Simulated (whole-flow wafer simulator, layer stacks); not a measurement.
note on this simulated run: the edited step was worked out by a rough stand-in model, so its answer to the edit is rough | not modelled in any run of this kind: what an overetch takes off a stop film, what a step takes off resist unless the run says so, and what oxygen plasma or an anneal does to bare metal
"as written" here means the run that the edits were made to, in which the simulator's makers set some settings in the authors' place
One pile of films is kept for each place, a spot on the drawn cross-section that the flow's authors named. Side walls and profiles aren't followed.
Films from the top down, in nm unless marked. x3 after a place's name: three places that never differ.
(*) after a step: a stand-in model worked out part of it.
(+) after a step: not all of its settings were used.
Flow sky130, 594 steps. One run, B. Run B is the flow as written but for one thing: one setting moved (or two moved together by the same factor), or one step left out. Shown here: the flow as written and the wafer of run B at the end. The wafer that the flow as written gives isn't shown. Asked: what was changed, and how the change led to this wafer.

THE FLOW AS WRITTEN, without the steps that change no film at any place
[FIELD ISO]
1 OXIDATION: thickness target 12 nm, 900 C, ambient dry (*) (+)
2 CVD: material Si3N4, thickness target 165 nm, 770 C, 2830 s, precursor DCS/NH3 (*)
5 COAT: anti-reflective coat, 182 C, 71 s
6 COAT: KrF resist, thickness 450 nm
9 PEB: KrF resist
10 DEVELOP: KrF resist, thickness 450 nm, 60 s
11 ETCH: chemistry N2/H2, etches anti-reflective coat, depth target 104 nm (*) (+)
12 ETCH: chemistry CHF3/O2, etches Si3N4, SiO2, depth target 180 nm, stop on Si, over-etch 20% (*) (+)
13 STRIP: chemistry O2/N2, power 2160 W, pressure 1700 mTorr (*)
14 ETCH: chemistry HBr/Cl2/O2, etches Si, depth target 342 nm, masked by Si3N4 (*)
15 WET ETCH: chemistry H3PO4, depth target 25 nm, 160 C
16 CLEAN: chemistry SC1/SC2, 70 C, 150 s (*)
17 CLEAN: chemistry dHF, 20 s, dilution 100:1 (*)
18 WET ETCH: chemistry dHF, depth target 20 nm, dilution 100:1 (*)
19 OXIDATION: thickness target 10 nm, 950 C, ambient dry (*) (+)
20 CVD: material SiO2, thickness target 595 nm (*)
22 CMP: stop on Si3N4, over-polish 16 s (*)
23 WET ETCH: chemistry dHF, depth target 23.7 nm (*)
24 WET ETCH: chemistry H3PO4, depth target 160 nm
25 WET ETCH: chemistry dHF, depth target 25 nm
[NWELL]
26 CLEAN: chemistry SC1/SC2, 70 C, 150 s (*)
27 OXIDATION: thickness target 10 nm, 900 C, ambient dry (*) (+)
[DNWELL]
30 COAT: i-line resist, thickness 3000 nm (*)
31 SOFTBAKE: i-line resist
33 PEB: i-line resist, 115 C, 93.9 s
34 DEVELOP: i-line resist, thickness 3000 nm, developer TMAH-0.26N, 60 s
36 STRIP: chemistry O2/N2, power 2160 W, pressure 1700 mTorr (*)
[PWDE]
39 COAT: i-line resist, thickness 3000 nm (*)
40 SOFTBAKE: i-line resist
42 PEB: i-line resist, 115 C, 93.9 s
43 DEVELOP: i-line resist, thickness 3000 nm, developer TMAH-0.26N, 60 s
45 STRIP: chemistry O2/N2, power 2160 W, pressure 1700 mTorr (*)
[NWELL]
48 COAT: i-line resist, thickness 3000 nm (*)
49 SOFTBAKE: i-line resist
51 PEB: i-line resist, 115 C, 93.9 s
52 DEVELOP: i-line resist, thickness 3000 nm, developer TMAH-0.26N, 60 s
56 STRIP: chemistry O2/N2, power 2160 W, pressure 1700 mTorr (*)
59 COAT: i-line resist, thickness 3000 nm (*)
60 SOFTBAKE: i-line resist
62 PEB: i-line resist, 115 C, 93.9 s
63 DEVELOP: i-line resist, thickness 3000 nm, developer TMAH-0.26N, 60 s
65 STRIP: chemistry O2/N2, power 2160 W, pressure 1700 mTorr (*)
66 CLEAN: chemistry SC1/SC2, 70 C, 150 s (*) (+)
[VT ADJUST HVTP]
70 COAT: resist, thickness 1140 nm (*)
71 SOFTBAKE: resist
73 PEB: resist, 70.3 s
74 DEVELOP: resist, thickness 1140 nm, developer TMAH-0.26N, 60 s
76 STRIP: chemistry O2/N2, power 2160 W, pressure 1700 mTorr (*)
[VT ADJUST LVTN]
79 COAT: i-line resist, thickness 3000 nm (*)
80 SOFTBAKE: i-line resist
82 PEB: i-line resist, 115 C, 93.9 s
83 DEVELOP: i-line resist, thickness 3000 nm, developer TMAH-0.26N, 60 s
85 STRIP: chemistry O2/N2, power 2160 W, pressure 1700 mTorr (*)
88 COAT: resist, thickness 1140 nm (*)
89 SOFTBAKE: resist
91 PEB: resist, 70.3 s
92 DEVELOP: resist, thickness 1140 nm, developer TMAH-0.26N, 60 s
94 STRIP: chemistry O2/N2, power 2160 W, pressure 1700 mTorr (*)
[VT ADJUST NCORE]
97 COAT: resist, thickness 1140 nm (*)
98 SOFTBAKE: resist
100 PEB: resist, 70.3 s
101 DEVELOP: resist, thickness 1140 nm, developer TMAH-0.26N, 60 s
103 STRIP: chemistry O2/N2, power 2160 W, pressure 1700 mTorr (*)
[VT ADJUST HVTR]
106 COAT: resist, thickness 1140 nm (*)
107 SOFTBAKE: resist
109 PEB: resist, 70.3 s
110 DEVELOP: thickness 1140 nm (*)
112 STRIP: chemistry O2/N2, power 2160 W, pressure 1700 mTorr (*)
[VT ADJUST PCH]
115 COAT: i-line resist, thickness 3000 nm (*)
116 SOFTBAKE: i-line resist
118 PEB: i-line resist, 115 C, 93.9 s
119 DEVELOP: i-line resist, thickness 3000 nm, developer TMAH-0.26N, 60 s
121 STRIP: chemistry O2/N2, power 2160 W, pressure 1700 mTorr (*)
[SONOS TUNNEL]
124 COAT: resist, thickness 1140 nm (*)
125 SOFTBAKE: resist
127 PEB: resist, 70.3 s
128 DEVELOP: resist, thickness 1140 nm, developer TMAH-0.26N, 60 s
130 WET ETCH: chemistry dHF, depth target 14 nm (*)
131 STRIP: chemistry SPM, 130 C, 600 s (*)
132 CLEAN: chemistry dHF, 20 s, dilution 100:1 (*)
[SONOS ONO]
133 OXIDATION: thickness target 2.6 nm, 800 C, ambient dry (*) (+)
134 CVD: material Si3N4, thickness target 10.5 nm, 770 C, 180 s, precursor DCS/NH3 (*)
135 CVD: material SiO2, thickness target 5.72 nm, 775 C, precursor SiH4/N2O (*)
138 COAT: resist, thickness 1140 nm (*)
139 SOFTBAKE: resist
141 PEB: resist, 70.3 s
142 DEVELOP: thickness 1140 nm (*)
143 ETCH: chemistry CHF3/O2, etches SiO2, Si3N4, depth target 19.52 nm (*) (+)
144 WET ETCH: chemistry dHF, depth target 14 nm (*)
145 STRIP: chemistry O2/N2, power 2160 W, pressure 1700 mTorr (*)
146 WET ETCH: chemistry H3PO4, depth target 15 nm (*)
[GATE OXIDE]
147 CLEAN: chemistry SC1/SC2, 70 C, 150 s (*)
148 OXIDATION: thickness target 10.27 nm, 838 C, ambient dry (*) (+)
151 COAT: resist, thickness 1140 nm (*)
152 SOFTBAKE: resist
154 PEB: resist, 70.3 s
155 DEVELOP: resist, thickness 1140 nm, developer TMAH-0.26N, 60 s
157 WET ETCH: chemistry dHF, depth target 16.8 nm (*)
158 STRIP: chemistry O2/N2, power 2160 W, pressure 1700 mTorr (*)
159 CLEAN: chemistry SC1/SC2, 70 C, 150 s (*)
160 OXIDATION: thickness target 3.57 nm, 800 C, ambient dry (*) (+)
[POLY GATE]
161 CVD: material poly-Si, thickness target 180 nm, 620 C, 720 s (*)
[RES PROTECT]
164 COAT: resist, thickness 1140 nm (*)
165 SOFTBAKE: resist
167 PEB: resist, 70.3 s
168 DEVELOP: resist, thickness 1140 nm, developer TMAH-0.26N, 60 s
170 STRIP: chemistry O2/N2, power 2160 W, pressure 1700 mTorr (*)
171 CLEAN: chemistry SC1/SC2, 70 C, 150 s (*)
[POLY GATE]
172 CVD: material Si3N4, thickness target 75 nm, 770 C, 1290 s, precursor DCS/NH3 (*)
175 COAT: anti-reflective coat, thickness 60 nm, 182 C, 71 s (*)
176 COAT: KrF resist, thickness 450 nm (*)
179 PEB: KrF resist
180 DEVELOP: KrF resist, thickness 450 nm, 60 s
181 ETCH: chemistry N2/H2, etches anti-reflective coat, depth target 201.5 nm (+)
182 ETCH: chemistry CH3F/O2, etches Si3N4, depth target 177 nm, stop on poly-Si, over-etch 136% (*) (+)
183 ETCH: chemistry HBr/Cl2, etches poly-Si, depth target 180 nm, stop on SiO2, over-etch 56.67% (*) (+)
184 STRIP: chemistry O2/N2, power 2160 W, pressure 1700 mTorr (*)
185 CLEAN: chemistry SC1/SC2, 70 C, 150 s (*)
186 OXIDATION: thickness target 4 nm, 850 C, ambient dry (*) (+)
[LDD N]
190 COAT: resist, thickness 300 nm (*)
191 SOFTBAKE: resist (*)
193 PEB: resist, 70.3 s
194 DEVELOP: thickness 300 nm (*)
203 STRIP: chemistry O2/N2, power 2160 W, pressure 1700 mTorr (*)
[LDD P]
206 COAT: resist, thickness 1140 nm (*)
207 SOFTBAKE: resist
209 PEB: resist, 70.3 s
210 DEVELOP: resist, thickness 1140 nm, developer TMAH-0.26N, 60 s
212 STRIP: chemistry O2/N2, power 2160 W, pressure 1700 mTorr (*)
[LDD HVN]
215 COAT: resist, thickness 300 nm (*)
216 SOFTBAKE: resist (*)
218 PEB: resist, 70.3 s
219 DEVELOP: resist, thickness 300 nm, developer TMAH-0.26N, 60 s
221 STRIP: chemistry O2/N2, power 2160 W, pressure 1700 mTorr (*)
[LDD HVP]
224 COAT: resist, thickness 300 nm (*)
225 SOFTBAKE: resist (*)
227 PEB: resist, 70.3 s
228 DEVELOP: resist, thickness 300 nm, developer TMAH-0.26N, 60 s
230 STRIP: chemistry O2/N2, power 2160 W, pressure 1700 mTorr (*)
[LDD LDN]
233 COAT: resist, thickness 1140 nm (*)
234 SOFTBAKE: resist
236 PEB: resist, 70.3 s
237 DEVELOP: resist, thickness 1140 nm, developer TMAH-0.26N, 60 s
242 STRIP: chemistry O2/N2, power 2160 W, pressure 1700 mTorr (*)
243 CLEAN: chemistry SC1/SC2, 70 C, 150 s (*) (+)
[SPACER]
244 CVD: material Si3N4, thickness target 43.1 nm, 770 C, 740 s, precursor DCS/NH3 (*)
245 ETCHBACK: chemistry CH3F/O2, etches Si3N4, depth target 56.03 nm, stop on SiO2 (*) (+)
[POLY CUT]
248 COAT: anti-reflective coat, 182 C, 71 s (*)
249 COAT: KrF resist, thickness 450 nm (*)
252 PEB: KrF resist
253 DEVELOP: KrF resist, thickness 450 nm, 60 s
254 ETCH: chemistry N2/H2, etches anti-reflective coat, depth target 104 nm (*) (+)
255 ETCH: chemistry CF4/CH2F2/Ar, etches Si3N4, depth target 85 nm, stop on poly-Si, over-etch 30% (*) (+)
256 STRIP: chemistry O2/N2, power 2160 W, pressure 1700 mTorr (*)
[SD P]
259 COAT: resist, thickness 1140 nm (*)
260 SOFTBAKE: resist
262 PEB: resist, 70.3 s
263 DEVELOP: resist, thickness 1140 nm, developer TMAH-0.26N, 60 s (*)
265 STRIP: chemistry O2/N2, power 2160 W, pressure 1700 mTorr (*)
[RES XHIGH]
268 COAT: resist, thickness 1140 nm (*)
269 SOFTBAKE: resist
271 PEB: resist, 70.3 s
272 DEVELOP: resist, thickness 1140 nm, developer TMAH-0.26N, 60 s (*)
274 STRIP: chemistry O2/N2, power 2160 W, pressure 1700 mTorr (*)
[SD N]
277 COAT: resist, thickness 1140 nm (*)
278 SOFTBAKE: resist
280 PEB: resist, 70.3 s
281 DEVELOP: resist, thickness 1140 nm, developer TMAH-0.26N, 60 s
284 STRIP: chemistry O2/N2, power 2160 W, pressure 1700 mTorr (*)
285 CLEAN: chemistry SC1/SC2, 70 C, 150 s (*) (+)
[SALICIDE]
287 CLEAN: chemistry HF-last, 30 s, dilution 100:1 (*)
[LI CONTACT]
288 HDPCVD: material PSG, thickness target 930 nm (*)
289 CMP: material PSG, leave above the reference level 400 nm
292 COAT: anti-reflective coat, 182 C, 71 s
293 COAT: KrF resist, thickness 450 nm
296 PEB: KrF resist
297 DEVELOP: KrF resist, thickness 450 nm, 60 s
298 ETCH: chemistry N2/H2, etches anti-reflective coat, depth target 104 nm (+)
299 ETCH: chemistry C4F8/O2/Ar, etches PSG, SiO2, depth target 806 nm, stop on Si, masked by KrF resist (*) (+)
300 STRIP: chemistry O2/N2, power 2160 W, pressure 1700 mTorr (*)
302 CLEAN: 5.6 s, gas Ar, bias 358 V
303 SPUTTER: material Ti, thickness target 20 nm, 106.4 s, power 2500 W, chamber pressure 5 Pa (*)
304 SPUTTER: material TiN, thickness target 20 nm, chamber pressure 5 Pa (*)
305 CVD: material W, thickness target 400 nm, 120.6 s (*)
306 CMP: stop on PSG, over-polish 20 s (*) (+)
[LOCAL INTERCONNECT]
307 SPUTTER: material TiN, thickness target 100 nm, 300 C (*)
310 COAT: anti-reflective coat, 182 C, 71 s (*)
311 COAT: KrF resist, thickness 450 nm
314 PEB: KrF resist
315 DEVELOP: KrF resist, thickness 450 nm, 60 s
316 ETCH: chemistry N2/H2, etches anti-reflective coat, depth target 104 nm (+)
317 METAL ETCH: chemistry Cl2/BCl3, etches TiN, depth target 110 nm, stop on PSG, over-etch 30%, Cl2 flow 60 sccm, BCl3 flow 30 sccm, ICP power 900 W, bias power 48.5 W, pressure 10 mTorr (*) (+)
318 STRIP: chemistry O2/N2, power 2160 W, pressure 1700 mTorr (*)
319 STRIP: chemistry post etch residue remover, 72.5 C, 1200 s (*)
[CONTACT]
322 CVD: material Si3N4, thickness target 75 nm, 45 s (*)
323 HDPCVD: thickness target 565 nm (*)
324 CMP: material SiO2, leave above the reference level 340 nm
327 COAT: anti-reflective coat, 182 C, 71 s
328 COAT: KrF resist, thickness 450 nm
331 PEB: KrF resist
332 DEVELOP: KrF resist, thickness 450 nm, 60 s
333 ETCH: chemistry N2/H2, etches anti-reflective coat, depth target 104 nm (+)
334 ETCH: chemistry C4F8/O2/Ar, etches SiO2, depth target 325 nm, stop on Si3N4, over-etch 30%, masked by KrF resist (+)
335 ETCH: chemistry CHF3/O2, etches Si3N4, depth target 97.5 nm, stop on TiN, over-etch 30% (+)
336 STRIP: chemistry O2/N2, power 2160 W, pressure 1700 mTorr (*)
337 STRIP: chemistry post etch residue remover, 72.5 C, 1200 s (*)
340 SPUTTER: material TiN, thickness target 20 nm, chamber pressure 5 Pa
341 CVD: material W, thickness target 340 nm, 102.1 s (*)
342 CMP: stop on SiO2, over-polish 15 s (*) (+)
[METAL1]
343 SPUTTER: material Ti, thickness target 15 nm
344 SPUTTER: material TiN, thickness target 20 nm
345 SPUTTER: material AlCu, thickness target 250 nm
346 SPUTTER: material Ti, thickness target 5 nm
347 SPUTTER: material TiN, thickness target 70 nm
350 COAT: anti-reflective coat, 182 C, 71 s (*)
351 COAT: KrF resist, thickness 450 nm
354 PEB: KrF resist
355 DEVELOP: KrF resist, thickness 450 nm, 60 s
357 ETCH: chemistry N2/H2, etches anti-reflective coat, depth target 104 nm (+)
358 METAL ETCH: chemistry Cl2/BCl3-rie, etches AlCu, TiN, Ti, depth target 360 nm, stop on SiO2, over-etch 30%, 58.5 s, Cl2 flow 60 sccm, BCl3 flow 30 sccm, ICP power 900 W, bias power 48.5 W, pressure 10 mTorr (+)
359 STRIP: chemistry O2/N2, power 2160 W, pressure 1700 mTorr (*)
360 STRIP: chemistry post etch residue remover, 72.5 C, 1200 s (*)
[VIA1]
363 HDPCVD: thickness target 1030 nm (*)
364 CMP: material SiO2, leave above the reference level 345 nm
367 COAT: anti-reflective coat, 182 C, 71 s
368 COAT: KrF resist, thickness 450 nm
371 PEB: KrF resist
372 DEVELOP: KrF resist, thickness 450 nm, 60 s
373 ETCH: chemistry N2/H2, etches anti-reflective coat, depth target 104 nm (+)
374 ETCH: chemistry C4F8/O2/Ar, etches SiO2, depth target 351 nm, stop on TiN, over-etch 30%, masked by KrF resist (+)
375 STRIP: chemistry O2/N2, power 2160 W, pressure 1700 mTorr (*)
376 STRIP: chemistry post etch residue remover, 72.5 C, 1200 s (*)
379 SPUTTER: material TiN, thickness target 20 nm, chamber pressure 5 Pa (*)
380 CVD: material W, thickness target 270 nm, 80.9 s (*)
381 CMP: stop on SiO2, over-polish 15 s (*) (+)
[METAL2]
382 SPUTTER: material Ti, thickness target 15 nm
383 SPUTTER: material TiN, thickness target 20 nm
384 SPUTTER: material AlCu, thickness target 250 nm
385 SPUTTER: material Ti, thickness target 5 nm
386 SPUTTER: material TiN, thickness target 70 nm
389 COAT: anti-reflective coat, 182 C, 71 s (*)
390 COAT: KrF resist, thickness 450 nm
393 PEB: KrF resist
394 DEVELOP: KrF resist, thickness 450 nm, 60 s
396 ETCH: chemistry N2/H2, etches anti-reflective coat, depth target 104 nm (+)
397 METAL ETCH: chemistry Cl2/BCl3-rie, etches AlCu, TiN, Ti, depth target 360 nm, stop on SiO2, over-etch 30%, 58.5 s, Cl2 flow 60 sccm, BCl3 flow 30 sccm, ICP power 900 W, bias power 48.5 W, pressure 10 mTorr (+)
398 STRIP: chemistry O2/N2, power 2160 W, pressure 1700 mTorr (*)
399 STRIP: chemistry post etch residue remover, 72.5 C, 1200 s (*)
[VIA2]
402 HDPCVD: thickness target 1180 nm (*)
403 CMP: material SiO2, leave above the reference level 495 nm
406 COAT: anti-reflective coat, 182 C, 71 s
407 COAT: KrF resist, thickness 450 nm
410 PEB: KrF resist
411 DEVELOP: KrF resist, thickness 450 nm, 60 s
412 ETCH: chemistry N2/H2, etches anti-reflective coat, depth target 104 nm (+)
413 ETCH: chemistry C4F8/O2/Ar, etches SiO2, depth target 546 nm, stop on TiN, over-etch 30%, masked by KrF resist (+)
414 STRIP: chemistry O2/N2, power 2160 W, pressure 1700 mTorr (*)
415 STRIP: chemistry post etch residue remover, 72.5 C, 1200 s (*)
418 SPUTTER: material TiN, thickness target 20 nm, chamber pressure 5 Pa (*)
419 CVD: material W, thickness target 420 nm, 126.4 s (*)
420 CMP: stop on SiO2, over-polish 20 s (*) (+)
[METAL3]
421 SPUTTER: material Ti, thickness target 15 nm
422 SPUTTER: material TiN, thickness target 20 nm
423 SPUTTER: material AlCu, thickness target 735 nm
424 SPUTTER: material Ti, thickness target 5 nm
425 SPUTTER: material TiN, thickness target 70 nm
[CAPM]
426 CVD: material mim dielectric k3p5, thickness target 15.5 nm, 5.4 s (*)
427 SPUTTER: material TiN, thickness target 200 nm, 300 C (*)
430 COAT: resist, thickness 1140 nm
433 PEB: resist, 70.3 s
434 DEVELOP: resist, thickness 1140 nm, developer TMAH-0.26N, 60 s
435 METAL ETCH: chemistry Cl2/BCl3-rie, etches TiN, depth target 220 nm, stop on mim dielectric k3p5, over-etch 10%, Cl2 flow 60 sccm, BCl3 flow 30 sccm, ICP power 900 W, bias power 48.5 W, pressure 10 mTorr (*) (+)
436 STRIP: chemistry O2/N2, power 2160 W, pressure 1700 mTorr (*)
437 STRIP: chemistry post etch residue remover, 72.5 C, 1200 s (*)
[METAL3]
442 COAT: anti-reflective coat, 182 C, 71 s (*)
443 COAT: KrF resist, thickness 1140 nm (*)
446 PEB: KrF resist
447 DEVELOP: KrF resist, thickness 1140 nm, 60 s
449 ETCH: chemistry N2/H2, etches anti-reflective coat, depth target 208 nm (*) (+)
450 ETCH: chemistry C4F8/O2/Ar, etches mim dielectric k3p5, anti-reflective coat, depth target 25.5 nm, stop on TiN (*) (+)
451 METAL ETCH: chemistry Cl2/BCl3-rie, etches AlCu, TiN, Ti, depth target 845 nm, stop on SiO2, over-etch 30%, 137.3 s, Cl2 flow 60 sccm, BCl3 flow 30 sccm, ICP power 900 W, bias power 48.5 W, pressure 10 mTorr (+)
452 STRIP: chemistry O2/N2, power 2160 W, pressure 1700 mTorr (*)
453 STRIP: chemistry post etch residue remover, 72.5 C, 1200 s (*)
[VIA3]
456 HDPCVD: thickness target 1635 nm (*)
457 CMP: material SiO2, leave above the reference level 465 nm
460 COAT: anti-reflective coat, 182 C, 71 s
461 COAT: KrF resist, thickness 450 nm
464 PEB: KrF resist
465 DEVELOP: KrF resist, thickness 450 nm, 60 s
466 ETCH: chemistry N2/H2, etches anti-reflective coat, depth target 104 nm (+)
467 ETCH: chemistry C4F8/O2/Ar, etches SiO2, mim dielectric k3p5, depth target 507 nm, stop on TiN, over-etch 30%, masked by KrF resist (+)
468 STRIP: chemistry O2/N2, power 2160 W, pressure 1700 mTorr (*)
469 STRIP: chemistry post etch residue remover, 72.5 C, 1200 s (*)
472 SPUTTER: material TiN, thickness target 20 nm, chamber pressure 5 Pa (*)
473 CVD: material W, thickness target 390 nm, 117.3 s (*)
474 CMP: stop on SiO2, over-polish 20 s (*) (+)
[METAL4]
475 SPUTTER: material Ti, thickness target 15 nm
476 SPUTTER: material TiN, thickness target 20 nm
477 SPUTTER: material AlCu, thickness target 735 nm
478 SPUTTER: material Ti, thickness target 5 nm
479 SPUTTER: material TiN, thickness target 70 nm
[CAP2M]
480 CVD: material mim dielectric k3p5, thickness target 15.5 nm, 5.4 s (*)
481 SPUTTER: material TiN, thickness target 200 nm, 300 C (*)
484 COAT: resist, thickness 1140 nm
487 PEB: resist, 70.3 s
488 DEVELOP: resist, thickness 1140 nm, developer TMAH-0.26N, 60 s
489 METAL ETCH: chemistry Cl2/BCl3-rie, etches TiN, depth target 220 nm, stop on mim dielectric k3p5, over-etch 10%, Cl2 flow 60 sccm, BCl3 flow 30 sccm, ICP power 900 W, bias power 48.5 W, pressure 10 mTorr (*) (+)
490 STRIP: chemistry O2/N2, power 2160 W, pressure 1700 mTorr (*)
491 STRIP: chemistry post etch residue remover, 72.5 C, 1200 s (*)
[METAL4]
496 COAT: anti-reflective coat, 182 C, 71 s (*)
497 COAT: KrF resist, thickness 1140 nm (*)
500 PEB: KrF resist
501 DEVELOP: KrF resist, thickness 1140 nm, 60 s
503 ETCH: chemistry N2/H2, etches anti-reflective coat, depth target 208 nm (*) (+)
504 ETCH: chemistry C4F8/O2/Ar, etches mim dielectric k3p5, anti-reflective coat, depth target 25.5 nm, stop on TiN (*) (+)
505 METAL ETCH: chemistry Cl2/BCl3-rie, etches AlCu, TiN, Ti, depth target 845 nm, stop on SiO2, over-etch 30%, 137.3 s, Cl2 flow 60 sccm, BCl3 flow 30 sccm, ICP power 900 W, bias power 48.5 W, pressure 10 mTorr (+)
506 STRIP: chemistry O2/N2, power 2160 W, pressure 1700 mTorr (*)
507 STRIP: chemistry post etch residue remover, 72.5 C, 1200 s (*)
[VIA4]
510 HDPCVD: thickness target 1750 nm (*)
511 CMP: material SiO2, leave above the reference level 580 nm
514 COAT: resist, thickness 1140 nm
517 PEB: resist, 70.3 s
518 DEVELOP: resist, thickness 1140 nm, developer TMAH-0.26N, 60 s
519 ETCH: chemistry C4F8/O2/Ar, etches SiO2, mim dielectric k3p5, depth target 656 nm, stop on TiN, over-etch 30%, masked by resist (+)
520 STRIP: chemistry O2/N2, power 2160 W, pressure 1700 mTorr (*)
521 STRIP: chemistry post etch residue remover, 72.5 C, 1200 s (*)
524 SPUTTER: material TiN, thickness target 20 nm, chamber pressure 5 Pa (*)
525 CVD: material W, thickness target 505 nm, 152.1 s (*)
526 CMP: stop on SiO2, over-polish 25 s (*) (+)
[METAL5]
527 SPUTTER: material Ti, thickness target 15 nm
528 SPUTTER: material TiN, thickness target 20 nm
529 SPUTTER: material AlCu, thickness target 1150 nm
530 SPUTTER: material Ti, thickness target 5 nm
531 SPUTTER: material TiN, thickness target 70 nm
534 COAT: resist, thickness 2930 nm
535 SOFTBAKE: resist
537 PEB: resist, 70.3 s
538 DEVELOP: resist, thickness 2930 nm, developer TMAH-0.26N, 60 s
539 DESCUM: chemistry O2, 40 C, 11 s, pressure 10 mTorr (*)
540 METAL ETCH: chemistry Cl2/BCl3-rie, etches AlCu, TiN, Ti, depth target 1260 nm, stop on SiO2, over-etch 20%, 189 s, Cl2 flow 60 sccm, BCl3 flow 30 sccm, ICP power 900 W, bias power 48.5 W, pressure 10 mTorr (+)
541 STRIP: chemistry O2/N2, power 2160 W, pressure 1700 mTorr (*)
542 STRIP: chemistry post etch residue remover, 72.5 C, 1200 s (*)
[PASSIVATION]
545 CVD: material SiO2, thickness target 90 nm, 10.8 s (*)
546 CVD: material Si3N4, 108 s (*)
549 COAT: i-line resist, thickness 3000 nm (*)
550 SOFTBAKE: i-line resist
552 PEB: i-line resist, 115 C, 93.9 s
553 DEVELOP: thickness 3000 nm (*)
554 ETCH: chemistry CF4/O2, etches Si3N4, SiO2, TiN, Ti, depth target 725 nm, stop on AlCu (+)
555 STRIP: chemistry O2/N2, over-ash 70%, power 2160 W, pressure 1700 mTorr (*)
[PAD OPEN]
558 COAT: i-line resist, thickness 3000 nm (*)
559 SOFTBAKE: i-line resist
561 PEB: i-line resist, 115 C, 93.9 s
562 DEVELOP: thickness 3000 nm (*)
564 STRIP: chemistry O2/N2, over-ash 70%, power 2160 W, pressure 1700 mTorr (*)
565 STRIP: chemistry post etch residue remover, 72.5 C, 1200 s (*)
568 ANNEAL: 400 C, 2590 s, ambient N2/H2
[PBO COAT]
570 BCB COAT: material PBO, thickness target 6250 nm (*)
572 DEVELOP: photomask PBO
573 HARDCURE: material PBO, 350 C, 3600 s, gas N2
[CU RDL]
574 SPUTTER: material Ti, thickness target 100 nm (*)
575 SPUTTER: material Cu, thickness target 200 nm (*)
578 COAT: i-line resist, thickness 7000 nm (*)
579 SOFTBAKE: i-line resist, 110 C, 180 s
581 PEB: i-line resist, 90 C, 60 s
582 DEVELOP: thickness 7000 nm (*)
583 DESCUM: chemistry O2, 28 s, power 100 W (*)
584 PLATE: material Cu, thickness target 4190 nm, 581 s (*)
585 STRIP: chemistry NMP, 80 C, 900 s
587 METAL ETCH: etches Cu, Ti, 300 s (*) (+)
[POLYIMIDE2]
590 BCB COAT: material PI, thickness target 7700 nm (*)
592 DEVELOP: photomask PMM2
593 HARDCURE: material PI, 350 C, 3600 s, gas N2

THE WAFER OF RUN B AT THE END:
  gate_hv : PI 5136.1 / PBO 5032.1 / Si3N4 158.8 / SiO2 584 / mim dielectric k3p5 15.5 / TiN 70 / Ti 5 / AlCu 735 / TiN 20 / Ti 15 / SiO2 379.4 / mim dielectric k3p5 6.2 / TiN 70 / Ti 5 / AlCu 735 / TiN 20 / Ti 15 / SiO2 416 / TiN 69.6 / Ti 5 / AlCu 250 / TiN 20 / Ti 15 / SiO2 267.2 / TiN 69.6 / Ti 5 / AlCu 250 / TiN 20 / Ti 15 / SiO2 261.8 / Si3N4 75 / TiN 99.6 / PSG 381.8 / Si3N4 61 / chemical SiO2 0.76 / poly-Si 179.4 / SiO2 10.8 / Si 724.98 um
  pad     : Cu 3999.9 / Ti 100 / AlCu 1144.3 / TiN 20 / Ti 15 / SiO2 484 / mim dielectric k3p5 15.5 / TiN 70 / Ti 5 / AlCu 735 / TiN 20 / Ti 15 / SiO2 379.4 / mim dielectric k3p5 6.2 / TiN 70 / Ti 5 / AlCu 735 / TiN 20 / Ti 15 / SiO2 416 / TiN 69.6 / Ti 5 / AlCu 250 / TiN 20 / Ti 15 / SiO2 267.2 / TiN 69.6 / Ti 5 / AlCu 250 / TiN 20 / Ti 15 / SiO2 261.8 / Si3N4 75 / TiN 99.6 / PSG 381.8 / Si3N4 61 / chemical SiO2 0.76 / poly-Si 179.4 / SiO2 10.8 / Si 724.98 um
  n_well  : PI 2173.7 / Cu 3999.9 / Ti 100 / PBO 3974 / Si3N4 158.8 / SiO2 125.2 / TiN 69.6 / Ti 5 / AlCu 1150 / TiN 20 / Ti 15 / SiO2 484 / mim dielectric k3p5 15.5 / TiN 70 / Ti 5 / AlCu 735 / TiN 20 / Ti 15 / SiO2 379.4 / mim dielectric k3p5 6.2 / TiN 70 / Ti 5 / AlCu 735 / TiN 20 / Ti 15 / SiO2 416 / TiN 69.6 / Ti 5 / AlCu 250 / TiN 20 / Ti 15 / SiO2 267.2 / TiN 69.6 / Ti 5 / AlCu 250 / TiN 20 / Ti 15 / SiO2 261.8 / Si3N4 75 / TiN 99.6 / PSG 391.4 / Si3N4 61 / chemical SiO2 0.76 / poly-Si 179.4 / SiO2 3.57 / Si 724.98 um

The cause: step 426, CVD: thickness target 6.2 nm was run, where the flow has thickness target 15.5 nm; step 426, CVD: 2.16 s was run, where the flow has 5.4 s.
It can be read off the wafer: gate_hv has mim dielectric k3p5 6.2, and step 426 as written asks for 15.5 nm.

How the change led to this, step by step:
  426 CVD: material mim dielectric k3p5, thickness target 15.5 nm, 5.4 s (*)
      field, active, n_well and 188 more: mim dielectric k3p5 +6.2 (new film) (as written it would be: mim dielectric k3p5 +15.5 (new film))
  450 ETCH: chemistry C4F8/O2/Ar, etches mim dielectric k3p5, anti-reflective coat, depth target 25.5 nm, stop on TiN (*) (+)
      n_well, p_well, gate_hv and 104 more: KrF resist -6.2 (as written it would be: KrF resist -15.5)
      field, active, gate and 82 more: mim dielectric k3p5 -6.2 (all of it) (as written it would be: mim dielectric k3p5 -15.5 (all of it))
  452 STRIP: chemistry O2/N2, power 2160 W, pressure 1700 mTorr (*)
      mim_edge_plate_strap, mim_edge_plate: KrF resist -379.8 (all of it), anti-reflective coat -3 (all of it) (as written it would be: KrF resist -370.5 (all of it), anti-reflective coat -3 (all of it))
      mim: KrF resist -388 (all of it), anti-reflective coat -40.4 (all of it) (as written it would be: KrF resist -378.7 (all of it), anti-reflective coat -40.4 (all of it))
      (and at 1 more place)
  467 ETCH: chemistry C4F8/O2/Ar, etches SiO2, mim dielectric k3p5, depth target 507 nm, stop on TiN, over-etch 30%, masked by KrF resist (+)
      m1: SiO2 -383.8 (all of it), mim dielectric k3p5 -6.2 (all of it) (as written it would be: SiO2 -374.5 (all of it), mim dielectric k3p5 -15.5 (all of it))
      via3_hole: SiO2 -383.2 (all of it), mim dielectric k3p5 -6.2 (all of it) (as written it would be: SiO2 -373.9 (all of it), mim dielectric k3p5 -15.5 (all of it))
